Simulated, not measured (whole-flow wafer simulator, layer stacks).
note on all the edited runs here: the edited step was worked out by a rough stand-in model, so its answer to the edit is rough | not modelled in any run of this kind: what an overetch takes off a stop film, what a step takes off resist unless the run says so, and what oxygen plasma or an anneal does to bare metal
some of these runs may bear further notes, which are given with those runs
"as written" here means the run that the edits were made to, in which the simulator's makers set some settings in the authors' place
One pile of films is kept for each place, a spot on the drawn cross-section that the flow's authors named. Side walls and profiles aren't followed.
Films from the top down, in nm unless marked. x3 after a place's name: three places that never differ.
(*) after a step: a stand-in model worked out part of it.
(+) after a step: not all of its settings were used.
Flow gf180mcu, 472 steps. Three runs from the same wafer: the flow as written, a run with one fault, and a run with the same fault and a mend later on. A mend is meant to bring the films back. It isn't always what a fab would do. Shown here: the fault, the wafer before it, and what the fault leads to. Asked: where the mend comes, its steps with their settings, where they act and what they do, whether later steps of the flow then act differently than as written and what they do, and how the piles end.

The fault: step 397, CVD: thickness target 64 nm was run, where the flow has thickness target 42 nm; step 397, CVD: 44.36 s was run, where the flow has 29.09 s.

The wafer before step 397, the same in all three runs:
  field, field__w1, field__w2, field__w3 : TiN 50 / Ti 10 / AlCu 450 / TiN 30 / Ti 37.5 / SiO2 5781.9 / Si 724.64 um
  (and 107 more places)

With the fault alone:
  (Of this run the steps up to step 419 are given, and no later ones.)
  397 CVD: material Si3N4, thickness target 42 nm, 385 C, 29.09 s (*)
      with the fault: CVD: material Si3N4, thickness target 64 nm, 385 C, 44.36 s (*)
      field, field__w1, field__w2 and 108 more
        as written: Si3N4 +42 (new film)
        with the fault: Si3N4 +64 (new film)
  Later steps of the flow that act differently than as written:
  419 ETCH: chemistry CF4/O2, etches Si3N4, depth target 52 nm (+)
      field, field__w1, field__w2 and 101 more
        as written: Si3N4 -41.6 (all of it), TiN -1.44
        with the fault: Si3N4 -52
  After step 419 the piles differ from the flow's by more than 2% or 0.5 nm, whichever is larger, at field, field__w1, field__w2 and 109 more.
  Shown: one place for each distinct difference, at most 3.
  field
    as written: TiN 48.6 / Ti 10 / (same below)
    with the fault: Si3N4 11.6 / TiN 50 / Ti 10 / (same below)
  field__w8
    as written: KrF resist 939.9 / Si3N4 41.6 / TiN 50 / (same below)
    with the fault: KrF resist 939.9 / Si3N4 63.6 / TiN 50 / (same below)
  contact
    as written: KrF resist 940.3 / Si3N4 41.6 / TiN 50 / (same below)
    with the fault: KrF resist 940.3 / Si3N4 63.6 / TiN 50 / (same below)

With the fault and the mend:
  The mend comes after step 397.
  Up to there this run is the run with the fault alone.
  397a WET ETCH: chemistry H3PO4, depth target 22 nm, 160 C (the flow's step 14 once more, with other settings)
      field, field__w1, field__w2 and 108 more
        Si3N4 -22
  No later step of the flow acts differently than as written at any place that is followed.
  At the end the piles differ from the flow's only slightly at the places that both follow, by at most 2% or 0.5 nm, whichever is larger.
